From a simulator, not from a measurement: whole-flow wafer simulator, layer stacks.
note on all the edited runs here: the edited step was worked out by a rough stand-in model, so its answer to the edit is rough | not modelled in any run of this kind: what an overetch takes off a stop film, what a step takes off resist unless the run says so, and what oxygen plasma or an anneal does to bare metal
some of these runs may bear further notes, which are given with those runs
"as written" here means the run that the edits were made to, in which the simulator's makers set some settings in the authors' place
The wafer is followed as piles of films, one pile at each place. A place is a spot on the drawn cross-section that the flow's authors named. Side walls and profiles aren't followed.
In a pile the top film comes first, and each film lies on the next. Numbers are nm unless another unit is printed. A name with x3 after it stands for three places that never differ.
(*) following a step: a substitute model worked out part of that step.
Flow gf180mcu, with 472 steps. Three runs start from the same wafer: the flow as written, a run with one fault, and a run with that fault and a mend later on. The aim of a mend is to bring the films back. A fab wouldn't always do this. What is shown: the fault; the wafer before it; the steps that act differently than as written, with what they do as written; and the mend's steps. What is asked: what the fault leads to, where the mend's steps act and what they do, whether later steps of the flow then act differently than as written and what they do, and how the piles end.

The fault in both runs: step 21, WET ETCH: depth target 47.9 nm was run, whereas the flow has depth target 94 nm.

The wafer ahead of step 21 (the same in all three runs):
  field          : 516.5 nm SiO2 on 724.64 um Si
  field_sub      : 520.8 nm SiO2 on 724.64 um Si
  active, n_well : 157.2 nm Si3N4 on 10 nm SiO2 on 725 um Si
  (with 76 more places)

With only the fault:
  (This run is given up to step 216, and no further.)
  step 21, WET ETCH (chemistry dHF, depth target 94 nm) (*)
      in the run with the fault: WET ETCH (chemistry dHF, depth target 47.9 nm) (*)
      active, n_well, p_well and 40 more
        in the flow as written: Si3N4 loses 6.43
        in the run with the fault: Si3N4 loses 3.31
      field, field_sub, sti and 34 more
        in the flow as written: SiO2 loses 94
        in the run with the fault: SiO2 loses 47.9
  Steps later in the flow that act otherwise than as written (29 more steps, not shown, differ only slightly: by at most 2% or 0.5 nm, whichever is larger):
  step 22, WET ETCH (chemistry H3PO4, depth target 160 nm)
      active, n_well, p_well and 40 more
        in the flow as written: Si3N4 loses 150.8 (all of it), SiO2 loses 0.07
        in the run with the fault: Si3N4 loses 153.9 (all of it), SiO2 loses 0.05
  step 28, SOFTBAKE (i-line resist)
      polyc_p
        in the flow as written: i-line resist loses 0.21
        in the run with the fault: i-line resist gains 0.39
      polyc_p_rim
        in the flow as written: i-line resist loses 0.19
        in the run with the fault: i-line resist gains 0.44
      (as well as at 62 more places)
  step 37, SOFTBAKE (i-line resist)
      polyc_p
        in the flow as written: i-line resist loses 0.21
        in the run with the fault: i-line resist gains 0.39
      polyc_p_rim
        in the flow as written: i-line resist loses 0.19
        in the run with the fault: i-line resist gains 0.44
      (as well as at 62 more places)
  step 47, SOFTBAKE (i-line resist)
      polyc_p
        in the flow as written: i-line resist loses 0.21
        in the run with the fault: i-line resist gains 0.39
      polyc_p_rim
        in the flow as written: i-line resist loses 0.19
        in the run with the fault: i-line resist gains 0.44
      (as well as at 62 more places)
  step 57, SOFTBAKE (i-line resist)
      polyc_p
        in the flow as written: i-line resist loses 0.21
        in the run with the fault: i-line resist gains 0.39
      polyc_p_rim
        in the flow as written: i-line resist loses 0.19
        in the run with the fault: i-line resist gains 0.44
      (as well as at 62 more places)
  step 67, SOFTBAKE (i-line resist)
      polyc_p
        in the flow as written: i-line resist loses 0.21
        in the run with the fault: i-line resist gains 0.39
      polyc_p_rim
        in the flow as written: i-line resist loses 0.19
        in the run with the fault: i-line resist gains 0.44
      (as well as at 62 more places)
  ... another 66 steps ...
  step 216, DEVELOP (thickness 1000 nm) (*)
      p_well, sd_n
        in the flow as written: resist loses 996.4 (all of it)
        in the run with the fault: resist loses 1039.2 (all of it)
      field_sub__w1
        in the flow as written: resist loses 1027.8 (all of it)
        in the run with the fault: resist loses 1005.7 (all of it)
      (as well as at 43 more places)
  The piles after step 216 differ from the flow's at field, field__w1, field__w2 and 73 more by more than 2% or 0.5 nm, whichever is larger.
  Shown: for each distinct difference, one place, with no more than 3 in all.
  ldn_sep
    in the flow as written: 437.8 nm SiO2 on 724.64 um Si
    in the run with the fault: 483.7 nm SiO2 on 724.64 um Si
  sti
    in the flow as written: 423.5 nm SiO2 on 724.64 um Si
    in the run with the fault: 469.4 nm SiO2 on 724.64 um Si
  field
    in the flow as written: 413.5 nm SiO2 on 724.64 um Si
    in the run with the fault: 459.4 nm SiO2 on 724.64 um Si

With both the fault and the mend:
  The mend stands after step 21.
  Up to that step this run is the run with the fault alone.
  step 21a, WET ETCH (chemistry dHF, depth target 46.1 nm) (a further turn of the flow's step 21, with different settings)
      field, field_sub, sti and 34 more
        SiO2 loses 46.1
  Steps later in the flow that act otherwise than as written (7 more steps, not shown, differ only slightly: by at most 2% or 0.5 nm, whichever is larger):
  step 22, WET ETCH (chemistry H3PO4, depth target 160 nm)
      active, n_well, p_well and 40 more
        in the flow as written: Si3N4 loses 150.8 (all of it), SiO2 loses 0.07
        in the run with the mend: Si3N4 loses 153.9 (all of it), SiO2 loses 0.05
  By the end, the piles equal the flow's at every place that both follow.
